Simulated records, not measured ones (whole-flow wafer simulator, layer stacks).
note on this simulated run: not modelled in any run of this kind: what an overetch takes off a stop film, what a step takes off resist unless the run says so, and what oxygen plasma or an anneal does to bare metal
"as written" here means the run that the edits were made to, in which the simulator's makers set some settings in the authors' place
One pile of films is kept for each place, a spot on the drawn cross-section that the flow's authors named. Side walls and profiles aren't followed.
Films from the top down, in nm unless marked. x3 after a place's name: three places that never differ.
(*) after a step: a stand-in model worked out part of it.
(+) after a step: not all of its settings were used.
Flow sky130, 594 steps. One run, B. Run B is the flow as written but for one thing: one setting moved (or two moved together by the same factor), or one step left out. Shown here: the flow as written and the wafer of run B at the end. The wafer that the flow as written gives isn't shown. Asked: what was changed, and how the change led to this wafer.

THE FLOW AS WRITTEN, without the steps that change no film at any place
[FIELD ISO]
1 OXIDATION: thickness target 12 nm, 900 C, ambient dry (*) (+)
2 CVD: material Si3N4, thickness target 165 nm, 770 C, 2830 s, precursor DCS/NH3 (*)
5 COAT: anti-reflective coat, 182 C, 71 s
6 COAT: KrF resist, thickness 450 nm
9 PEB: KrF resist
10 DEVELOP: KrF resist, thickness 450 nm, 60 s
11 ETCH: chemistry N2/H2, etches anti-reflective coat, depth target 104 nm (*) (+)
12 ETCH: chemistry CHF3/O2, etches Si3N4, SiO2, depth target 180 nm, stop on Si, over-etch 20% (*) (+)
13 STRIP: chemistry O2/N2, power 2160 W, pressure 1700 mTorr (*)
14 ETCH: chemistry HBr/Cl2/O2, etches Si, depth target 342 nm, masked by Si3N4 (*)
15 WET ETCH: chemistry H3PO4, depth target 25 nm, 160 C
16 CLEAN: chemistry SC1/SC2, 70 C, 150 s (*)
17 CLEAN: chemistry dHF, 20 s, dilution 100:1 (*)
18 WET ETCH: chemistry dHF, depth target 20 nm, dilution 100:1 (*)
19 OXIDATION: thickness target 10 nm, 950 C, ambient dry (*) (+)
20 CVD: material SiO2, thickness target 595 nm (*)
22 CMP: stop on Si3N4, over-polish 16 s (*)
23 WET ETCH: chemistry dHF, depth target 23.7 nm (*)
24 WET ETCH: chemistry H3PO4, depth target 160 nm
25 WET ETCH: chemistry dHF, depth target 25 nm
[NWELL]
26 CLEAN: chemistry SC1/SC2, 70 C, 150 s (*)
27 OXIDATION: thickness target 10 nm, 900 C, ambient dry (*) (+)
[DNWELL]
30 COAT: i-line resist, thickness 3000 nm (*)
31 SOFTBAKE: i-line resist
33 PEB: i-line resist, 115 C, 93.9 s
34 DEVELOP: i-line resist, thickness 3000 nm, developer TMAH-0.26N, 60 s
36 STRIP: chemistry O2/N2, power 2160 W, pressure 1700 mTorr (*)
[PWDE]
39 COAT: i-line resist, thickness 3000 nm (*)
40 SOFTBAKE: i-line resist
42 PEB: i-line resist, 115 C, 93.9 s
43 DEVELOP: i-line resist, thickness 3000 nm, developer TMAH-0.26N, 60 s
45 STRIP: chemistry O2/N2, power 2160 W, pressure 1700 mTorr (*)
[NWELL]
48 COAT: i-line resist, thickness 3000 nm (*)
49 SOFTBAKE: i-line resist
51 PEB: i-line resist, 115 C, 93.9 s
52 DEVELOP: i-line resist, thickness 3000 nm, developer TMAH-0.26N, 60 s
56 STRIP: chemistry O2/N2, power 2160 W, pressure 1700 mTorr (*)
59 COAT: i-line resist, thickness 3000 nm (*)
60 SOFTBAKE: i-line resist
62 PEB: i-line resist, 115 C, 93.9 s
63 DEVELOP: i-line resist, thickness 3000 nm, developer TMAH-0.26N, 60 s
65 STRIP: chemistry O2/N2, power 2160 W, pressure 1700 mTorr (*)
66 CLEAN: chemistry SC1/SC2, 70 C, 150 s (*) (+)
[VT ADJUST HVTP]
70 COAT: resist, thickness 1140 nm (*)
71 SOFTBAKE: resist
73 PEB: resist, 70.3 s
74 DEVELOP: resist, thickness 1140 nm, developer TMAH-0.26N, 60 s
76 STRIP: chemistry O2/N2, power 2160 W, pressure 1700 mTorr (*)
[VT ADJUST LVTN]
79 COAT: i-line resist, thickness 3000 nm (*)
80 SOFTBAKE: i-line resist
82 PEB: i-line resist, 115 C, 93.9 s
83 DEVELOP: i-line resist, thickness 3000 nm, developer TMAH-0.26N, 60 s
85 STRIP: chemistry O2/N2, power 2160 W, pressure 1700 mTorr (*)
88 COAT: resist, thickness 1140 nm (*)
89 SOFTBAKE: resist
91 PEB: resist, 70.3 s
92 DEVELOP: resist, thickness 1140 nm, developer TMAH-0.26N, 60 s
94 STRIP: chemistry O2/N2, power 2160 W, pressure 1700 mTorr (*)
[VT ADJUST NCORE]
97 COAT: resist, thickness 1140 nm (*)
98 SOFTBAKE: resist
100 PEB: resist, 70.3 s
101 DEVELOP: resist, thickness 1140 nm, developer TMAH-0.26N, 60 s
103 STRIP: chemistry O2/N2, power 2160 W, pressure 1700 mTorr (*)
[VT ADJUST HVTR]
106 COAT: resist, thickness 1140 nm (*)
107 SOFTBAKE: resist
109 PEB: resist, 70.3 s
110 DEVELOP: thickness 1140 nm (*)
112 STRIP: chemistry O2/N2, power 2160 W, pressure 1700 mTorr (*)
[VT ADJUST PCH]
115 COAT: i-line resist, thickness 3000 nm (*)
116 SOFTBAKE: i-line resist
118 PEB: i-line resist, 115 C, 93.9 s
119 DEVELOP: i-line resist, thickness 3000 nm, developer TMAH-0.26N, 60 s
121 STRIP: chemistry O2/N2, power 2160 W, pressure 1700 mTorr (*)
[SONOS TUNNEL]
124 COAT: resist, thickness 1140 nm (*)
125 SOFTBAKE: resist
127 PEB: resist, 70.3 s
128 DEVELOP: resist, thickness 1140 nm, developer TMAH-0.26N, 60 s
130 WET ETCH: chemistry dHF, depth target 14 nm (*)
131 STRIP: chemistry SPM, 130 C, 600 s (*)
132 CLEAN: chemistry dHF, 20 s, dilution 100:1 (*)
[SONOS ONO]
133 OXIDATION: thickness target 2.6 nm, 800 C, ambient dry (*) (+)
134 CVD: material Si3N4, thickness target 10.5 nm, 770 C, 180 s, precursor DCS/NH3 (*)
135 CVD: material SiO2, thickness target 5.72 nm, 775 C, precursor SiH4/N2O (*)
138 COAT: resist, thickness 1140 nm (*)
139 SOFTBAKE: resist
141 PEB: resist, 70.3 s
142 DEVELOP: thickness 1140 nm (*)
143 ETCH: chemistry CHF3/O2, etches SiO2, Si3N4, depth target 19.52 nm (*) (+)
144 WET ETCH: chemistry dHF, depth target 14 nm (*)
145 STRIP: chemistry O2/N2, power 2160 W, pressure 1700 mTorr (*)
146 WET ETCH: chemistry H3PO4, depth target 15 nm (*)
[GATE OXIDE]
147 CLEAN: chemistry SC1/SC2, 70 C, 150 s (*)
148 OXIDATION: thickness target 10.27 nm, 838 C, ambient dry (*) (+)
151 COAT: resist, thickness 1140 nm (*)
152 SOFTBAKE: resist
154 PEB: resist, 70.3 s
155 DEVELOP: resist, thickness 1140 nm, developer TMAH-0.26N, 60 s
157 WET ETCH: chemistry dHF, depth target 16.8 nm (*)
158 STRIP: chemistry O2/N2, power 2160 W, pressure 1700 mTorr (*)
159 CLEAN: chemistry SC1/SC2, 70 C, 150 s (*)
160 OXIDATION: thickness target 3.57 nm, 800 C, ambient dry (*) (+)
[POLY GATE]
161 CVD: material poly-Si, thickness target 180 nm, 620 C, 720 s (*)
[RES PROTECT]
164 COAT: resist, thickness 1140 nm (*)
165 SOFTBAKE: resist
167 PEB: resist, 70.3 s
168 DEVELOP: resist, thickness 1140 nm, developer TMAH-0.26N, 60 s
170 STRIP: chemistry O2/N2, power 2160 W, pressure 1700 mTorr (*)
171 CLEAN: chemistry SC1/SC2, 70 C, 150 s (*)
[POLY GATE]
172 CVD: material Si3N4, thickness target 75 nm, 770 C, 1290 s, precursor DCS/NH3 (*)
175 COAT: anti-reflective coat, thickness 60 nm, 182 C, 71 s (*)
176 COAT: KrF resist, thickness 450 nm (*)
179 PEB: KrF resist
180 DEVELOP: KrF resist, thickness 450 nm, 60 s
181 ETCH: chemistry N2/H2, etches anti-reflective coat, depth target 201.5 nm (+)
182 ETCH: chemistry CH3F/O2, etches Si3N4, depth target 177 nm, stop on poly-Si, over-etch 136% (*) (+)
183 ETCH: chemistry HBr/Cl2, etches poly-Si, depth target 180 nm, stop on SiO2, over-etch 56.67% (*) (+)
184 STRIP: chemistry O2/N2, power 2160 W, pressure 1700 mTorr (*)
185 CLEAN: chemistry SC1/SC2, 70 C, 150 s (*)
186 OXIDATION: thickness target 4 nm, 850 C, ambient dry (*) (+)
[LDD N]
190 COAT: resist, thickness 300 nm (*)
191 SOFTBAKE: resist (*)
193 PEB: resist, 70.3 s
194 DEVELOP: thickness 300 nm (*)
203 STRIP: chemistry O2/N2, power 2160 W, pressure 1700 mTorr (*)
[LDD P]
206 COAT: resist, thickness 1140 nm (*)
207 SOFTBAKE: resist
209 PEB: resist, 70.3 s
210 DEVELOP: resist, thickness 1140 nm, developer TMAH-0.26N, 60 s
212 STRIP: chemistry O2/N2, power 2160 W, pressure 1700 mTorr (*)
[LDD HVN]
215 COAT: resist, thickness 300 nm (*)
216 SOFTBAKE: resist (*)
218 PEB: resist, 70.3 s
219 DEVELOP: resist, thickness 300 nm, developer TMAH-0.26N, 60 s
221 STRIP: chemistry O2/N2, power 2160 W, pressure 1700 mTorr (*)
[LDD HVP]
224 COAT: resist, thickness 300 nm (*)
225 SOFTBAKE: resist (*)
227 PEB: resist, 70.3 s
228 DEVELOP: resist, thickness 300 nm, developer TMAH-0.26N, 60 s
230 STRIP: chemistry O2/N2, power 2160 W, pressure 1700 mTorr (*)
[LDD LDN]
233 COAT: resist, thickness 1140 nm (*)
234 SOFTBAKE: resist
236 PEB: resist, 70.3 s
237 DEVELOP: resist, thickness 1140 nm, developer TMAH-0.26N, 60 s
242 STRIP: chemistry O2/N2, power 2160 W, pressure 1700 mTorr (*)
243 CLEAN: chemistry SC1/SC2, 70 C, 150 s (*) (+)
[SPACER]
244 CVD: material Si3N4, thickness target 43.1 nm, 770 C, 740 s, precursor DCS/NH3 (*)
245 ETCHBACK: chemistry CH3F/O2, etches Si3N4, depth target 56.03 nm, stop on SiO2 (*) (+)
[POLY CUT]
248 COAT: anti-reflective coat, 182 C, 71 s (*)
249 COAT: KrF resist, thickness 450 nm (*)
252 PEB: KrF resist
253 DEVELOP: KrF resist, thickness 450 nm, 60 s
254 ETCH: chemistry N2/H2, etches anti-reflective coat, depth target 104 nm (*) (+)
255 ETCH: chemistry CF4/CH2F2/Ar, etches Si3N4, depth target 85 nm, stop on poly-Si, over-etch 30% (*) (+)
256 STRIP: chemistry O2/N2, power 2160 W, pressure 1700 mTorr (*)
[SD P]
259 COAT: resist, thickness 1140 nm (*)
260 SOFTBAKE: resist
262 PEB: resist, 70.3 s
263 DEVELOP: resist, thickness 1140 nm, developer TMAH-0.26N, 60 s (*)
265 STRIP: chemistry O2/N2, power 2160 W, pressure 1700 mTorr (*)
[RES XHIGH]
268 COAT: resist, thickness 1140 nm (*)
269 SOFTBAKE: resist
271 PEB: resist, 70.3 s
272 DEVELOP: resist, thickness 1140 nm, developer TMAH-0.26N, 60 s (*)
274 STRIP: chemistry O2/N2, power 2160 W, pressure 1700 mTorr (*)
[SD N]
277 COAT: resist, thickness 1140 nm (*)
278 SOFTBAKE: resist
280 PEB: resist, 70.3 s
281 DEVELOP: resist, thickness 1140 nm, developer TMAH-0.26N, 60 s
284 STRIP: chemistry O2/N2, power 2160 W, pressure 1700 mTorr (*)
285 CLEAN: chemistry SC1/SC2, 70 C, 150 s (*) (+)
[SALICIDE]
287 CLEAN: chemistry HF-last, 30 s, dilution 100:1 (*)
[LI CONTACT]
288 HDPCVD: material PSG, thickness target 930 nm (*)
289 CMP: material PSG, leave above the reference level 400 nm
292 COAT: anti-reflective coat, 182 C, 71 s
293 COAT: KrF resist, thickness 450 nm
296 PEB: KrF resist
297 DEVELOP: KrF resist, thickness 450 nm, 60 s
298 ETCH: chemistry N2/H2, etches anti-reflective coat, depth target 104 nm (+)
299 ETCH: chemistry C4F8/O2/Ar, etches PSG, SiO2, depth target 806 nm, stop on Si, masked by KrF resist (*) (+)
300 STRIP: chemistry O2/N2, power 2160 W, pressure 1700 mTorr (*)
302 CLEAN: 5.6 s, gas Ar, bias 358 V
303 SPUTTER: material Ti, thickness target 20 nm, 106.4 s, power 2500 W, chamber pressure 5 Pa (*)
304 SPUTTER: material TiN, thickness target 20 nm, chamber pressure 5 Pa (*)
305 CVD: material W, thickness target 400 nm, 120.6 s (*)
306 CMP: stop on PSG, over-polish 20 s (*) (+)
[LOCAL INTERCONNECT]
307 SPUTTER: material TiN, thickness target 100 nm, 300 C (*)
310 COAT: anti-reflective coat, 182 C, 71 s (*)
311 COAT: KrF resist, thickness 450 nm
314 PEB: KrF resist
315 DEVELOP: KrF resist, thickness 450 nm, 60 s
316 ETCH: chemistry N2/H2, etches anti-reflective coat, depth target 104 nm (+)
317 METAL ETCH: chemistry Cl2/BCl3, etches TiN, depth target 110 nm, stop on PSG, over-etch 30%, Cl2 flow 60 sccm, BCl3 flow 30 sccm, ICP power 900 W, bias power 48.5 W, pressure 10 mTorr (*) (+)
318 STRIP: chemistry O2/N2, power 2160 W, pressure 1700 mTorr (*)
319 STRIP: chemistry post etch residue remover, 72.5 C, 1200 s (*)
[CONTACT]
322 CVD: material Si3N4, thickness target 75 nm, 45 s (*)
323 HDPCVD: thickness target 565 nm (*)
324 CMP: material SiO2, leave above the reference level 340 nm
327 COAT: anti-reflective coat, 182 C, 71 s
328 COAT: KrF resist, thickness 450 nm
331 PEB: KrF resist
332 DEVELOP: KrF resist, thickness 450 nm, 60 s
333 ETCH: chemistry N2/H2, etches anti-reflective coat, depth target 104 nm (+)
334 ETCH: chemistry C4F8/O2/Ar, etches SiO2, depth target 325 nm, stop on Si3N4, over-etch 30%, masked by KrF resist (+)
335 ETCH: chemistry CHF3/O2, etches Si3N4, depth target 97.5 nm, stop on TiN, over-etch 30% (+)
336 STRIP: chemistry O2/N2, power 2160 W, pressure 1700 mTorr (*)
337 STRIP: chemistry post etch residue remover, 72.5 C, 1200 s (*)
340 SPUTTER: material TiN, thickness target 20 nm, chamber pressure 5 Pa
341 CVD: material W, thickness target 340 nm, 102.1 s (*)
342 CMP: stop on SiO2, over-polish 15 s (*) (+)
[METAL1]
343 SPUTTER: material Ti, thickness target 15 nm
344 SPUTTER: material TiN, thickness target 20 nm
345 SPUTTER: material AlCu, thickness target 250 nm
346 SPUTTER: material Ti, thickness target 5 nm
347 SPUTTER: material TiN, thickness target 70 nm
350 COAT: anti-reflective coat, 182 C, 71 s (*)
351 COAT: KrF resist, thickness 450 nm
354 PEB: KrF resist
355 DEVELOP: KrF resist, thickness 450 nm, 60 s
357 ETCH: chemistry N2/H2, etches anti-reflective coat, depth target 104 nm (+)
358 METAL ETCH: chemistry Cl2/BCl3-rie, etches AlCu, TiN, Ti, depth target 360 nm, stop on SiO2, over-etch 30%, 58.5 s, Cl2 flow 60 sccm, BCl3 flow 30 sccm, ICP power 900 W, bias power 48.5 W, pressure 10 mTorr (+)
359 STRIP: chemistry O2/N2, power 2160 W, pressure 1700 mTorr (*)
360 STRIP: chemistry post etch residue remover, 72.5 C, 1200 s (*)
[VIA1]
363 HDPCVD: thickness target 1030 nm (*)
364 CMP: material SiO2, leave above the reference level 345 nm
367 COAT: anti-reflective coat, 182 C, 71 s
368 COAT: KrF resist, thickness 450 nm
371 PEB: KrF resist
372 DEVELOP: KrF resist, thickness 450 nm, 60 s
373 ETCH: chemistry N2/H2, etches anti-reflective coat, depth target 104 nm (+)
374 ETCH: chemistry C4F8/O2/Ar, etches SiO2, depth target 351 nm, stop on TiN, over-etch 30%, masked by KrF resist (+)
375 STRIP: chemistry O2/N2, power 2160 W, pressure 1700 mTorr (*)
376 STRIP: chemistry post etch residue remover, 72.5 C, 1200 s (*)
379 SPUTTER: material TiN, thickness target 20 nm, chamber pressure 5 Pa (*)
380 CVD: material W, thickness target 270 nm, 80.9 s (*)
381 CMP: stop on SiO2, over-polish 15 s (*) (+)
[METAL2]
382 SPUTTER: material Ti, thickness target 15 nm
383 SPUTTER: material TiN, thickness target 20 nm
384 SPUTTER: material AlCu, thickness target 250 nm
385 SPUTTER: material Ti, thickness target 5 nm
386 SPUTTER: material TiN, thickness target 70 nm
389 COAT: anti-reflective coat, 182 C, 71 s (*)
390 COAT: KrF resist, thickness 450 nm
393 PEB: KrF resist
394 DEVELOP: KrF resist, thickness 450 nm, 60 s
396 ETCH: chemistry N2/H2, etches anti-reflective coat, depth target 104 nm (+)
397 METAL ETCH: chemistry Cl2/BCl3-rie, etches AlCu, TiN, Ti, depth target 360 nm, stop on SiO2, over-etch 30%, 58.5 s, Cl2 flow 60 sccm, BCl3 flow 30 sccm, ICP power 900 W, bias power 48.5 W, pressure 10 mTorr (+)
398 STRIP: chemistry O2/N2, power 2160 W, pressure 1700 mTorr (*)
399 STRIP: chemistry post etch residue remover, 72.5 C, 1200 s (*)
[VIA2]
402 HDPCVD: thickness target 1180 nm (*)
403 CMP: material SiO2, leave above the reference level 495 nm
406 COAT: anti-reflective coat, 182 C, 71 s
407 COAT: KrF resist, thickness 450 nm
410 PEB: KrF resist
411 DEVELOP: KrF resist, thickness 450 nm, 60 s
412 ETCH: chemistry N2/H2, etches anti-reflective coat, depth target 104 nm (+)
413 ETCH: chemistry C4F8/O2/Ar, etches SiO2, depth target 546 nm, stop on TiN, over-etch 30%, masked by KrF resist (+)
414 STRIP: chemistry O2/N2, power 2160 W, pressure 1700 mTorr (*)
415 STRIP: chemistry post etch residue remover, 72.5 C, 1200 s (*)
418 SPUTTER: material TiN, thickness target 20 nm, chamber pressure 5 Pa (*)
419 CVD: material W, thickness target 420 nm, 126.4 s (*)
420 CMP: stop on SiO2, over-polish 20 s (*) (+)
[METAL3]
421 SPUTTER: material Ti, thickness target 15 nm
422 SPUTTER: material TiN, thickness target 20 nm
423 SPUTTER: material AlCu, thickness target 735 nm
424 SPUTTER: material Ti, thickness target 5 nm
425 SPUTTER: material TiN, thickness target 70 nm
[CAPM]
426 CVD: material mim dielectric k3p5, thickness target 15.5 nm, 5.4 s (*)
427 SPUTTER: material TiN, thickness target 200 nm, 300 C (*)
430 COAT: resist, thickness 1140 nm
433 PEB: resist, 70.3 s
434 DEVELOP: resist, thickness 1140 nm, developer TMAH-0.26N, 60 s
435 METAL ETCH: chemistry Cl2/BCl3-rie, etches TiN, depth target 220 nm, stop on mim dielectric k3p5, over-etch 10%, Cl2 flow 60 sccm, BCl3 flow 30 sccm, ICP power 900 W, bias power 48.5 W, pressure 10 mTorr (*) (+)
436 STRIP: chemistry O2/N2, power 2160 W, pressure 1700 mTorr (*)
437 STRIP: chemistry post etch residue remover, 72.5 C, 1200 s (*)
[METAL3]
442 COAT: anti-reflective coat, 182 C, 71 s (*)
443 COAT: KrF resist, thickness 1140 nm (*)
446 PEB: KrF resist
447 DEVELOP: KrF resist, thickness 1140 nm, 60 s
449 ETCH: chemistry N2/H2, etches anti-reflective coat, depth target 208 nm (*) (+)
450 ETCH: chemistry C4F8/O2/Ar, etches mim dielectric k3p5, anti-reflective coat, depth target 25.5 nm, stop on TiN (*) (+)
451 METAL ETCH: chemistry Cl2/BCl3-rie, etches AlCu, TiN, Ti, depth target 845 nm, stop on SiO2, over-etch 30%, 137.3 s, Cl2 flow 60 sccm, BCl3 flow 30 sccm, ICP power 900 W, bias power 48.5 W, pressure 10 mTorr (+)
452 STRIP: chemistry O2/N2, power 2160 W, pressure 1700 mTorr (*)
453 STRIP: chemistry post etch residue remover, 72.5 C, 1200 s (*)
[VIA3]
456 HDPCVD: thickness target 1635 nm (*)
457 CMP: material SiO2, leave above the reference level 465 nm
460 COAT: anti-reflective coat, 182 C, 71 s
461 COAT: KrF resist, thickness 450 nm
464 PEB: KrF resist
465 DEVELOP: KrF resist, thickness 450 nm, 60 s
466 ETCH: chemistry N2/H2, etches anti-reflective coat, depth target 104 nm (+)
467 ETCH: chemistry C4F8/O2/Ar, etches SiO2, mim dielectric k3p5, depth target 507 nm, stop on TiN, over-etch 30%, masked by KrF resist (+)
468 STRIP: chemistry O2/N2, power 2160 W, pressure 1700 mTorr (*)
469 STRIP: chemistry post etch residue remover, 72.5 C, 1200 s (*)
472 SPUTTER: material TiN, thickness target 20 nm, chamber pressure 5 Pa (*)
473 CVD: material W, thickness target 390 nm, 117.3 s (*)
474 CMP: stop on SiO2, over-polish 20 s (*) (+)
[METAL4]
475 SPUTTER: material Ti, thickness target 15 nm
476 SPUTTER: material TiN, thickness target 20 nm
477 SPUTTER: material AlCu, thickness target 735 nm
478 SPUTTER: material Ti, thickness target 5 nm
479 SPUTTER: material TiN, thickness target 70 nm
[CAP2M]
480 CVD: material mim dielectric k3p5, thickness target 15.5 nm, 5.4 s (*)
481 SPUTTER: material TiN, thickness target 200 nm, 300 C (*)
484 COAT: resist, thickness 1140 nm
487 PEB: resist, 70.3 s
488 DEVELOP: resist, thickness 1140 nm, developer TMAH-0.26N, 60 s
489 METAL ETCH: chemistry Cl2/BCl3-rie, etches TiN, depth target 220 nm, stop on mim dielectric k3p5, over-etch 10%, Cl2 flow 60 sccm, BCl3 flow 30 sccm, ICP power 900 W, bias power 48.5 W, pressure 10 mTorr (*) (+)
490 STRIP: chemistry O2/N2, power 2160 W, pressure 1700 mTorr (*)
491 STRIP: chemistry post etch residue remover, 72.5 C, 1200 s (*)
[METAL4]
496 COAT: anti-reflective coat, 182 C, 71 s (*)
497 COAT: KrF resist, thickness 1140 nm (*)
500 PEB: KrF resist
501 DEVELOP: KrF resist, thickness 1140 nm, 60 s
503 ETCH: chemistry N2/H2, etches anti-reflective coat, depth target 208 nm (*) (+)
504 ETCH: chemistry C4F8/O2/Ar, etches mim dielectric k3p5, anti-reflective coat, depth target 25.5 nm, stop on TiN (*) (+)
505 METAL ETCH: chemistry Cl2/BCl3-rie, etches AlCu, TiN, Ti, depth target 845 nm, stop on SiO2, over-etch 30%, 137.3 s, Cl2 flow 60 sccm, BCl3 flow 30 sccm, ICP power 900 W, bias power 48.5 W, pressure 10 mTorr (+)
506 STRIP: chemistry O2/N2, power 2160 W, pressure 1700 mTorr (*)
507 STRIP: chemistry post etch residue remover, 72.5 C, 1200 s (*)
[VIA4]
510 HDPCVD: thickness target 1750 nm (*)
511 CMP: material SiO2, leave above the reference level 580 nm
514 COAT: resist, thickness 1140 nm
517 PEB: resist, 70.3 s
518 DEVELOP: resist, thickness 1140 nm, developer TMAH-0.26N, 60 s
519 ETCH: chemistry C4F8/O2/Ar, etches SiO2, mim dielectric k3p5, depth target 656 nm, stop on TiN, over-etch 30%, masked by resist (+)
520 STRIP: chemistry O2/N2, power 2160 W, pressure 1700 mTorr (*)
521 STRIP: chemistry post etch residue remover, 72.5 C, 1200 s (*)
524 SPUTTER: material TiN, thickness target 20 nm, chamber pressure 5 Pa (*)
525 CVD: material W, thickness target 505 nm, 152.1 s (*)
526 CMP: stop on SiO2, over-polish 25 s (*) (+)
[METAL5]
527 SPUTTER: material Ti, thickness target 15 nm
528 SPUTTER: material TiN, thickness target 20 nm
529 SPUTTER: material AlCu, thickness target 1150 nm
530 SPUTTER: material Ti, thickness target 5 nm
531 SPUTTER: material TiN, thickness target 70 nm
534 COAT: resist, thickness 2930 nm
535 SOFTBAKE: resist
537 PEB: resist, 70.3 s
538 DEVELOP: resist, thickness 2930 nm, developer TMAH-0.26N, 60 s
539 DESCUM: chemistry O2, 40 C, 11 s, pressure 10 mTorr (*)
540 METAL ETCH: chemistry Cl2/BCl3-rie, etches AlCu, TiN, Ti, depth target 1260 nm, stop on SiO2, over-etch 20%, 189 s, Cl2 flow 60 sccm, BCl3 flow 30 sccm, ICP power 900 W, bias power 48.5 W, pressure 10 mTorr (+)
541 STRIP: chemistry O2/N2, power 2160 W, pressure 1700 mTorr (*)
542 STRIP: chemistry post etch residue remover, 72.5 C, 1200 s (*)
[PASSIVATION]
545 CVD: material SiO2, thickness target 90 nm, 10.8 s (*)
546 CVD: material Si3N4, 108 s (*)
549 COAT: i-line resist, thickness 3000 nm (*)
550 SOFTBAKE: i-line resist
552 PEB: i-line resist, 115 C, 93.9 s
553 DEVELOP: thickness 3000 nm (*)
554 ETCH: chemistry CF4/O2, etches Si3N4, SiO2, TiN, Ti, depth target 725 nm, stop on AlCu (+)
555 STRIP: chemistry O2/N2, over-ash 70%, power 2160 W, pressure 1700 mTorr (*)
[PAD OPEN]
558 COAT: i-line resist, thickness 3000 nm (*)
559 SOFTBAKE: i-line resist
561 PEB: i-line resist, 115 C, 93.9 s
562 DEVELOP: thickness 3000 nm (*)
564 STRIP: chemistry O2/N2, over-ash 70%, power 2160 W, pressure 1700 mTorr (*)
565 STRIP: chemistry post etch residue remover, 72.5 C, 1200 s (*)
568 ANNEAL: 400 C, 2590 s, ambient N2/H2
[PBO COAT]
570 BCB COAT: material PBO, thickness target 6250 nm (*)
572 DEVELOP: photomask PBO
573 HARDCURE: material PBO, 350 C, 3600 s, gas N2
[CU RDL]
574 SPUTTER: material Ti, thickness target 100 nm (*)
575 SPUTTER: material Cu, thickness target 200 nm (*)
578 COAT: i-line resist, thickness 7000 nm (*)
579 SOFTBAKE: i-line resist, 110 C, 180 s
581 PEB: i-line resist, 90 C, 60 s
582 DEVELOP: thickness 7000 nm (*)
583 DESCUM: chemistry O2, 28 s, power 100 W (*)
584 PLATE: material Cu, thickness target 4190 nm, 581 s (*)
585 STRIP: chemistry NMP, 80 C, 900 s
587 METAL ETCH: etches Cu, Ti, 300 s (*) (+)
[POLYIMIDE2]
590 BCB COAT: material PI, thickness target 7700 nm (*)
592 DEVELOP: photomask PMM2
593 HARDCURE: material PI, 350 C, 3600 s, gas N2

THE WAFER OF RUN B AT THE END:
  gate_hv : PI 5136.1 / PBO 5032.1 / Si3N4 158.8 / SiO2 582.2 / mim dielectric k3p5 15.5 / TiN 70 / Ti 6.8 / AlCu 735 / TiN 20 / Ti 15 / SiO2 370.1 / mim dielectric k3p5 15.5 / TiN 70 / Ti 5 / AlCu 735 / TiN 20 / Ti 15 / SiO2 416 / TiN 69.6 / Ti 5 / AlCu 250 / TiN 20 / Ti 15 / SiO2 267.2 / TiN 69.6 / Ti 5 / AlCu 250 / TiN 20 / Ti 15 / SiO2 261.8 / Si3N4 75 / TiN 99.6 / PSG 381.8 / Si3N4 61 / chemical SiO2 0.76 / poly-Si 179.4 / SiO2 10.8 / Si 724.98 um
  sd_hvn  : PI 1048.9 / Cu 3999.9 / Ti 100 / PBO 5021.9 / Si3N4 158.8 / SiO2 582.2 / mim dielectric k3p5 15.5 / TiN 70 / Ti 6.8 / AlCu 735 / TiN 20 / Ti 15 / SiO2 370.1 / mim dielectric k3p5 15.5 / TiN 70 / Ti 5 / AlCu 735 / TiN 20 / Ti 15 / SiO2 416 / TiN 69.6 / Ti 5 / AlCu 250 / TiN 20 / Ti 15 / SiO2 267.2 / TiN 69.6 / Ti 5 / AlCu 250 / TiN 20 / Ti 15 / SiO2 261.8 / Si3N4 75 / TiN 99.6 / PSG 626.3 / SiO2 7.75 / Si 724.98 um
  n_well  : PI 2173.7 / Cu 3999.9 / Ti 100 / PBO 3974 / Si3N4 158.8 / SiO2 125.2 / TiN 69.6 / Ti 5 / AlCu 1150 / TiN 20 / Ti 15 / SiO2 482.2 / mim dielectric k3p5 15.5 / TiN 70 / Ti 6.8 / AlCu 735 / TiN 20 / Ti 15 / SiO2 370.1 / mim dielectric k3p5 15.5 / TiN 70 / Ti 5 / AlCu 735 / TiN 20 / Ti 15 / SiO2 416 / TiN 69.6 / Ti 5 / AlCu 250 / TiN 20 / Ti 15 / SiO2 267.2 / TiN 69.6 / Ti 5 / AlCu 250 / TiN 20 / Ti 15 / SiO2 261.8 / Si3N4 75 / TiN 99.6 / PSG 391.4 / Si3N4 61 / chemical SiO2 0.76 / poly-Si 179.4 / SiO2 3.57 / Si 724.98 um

The cause: step 478, SPUTTER: thickness target 6.8 nm was run, where the flow has thickness target 5 nm.
It can be read off the wafer: gate_hv has Ti 6.8, and step 478 as written asks for 5 nm.

How the change led to this, step by step:
  478 SPUTTER: material Ti, thickness target 5 nm
      field, active, n_well and 189 more: Ti +6.8 (new film) (as written it would be: Ti +5 (new film))
  505 METAL ETCH: chemistry Cl2/BCl3-rie, etches AlCu, TiN, Ti, depth target 845 nm, stop on SiO2, over-etch 30%, 137.3 s, Cl2 flow 60 sccm, BCl3 flow 30 sccm, ICP power 900 W, bias power 48.5 W, pressure 10 mTorr (+)
      field, gate, spacer and 68 more: TiN -70 (all of it), Ti -6.8 (all of it), AlCu -735 (all of it), TiN -20 (all of it), Ti -15 (all of it), SiO2 -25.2 (as written it would be: TiN -70 (all of it), Ti -5 (all of it), AlCu -735 (all of it), TiN -20 (all of it), Ti -15 (all of it), SiO2 -25.4)
      active, vpp_iso1, mim_edge_plate and 14 more: TiN -70 (all of it), Ti -6.8 (all of it), AlCu -735 (all of it), TiN -20 (all of it), Ti -15 (all of it), SiO2 -25.2 (as written it would be: TiN -70 (all of it), Ti -5 (all of it), AlCu -735 (all of it), TiN -20 (all of it), Ti -15 (all of it), SiO2 -25.3)
